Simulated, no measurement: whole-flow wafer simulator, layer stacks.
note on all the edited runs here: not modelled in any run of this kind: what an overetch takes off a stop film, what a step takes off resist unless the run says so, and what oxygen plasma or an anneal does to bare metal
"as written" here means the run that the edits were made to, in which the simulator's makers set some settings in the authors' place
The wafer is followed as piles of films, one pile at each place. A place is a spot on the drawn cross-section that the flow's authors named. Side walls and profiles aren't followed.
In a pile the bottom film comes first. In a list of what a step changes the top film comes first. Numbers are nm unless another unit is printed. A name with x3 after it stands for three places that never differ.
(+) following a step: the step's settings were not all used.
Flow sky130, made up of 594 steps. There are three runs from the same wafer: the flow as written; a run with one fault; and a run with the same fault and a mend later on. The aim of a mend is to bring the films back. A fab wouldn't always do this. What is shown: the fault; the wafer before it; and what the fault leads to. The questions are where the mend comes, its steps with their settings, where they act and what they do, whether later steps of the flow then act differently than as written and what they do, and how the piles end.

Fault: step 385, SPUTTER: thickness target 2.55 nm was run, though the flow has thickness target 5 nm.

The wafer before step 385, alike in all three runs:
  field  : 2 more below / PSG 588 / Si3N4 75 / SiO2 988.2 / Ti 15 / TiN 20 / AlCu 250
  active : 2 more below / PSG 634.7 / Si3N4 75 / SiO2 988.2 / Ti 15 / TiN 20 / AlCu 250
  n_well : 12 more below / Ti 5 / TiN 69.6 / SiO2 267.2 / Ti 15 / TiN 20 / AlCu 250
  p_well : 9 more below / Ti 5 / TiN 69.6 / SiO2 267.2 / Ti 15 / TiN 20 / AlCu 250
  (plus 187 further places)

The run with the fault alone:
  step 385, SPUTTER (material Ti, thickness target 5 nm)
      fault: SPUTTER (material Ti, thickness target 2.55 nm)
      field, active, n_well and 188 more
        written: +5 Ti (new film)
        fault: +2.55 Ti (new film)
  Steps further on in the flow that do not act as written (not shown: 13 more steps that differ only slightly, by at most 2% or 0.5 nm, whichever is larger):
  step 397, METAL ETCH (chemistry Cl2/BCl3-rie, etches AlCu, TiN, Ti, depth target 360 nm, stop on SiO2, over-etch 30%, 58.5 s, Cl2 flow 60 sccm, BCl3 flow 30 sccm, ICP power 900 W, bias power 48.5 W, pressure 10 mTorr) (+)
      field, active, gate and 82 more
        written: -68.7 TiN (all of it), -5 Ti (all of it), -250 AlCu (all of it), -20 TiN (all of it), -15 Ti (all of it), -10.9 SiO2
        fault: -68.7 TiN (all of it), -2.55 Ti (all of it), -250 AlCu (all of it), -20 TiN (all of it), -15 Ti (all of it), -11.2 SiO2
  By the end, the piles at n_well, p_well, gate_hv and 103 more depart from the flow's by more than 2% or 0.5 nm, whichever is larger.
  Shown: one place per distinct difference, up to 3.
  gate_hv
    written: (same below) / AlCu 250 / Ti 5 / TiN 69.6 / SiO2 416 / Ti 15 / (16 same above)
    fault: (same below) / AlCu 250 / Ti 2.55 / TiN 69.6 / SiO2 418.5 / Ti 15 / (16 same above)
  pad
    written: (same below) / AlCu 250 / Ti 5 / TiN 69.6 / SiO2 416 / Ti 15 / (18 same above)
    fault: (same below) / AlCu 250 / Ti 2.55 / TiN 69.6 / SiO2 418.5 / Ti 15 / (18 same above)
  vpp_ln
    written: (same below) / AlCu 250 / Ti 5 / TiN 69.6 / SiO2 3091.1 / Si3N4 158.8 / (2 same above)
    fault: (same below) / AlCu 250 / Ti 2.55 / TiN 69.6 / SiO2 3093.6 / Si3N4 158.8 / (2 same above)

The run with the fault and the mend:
  The mend follows step 385.
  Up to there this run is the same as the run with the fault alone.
  step 385a, SPUTTER (material Ti, thickness target 2.45 nm) (a further turn of the flow's step 385, with different settings)
      field, active, n_well and 188 more
        +2.45 Ti
  None of the later steps of the flow acts differently than as written at any place that is followed.
  At every place that both follow, the piles at the end match the flow's.
